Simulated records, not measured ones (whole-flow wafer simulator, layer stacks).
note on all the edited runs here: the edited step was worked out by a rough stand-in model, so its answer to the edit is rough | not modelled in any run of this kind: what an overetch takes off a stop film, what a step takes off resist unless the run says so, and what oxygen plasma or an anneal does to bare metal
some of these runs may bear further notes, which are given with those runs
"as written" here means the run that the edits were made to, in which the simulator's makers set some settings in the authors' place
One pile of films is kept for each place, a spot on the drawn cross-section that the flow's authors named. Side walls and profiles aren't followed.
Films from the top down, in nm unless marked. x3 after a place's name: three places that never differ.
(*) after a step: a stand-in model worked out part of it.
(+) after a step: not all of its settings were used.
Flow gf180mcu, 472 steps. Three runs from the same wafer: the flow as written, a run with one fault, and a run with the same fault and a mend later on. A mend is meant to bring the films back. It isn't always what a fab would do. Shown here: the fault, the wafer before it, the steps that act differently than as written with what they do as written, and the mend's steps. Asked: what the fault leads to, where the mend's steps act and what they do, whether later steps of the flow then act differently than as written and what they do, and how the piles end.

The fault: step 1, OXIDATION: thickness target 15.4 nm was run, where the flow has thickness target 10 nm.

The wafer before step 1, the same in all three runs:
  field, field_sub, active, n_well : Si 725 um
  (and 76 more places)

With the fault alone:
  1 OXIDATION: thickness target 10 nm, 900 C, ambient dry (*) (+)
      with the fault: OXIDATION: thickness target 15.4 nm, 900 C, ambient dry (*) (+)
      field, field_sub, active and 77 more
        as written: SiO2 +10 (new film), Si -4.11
        with the fault: SiO2 +15.4 (new film), Si -6.49
  Later steps of the flow that act differently than as written (93 more steps differ only slightly, by at most 2% or 0.5 nm, whichever is larger, and aren't shown):
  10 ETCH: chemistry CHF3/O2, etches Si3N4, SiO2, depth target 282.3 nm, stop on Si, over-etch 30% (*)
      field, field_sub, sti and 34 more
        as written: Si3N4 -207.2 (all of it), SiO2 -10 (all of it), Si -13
        with the fault: Si3N4 -207.2 (all of it), SiO2 -15.4 (all of it), Si -11.9
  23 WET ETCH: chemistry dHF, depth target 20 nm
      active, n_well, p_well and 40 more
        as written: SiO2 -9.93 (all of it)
        with the fault: SiO2 -15.3 (all of it)
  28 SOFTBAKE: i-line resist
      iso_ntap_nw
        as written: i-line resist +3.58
        with the fault: i-line resist +4.09
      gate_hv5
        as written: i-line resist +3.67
        with the fault: i-line resist +4.25
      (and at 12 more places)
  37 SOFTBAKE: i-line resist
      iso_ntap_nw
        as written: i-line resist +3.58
        with the fault: i-line resist +4.09
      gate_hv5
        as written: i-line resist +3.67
        with the fault: i-line resist +4.25
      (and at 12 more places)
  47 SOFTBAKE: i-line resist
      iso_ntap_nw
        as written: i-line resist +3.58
        with the fault: i-line resist +4.09
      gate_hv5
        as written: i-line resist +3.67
        with the fault: i-line resist +4.25
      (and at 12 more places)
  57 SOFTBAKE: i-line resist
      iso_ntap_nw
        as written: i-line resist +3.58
        with the fault: i-line resist +4.09
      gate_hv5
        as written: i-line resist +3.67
        with the fault: i-line resist +4.25
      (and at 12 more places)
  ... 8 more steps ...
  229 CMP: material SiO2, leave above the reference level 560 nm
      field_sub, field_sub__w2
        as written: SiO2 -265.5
        with the fault: SiO2 -271.6
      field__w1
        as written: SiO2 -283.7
        with the fault: SiO2 -289.5
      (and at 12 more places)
  At the end the piles differ from the flow's by more than 2% or 0.5 nm, whichever is larger, at ld_sd_n.
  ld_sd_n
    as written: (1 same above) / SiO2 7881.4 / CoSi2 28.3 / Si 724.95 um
    with the fault: (1 same above) / SiO2 7881.4 / CoSi2 27.7 / Si 724.95 um

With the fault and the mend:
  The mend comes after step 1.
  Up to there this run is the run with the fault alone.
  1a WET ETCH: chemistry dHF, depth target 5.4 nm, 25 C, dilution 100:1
      field, field_sub, active and 77 more
        SiO2 -5.4
  No later step of the flow acts differently than as written at any place that is followed.
  At the end the piles differ from the flow's only slightly at the places that both follow, by at most 2% or 0.5 nm, whichever is larger.
